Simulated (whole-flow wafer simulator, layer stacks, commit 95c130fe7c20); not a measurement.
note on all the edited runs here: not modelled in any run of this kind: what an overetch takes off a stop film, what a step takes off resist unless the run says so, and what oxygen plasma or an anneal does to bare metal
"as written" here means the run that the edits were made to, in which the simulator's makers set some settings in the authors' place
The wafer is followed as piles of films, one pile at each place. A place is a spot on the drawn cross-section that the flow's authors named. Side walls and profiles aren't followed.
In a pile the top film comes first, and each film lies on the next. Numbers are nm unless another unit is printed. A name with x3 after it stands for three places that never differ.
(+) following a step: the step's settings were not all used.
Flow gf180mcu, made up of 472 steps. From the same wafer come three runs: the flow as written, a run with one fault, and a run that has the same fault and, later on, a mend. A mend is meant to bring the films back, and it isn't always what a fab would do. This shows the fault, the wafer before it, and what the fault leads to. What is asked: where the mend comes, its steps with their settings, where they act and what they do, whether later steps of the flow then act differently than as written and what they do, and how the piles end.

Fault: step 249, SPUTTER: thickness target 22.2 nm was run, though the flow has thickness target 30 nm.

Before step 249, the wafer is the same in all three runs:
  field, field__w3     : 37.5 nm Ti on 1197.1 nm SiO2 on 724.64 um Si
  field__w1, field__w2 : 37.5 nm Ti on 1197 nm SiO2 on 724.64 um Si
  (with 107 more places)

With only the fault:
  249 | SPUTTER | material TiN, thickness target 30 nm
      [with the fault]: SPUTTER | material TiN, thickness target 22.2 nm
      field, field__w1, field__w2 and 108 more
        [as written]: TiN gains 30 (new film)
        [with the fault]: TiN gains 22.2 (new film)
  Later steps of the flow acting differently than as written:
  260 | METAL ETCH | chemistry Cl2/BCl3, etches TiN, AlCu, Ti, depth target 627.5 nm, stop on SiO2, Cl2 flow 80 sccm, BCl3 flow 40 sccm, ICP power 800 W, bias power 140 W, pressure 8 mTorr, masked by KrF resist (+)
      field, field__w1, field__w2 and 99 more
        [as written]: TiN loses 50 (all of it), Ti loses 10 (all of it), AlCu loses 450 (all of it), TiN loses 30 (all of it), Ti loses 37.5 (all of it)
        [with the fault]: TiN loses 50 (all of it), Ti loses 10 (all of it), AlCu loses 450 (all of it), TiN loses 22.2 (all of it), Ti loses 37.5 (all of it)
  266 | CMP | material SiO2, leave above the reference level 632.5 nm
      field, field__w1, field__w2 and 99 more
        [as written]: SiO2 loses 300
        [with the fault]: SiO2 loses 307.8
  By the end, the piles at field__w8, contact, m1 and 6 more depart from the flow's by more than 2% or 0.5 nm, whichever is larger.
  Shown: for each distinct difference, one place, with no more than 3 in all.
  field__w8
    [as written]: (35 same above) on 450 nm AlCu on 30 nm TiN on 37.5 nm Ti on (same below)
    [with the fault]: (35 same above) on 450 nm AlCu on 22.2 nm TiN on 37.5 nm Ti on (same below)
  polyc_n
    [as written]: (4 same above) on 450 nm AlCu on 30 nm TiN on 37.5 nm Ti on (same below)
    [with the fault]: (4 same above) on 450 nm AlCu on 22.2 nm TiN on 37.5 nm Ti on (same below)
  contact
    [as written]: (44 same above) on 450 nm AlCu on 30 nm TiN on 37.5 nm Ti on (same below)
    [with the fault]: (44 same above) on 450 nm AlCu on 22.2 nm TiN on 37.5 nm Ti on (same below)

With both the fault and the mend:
  The mend stands after step 249.
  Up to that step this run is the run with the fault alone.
  249a | SPUTTER | material TiN, thickness target 7.8 nm (the flow's step 249 again, with other settings)
      field, field__w1, field__w2 and 108 more
        TiN gains 7.8
  Later steps of the flow that are run all act as written at every place that is followed.
  At every place that both follow, the piles at the end match the flow's.
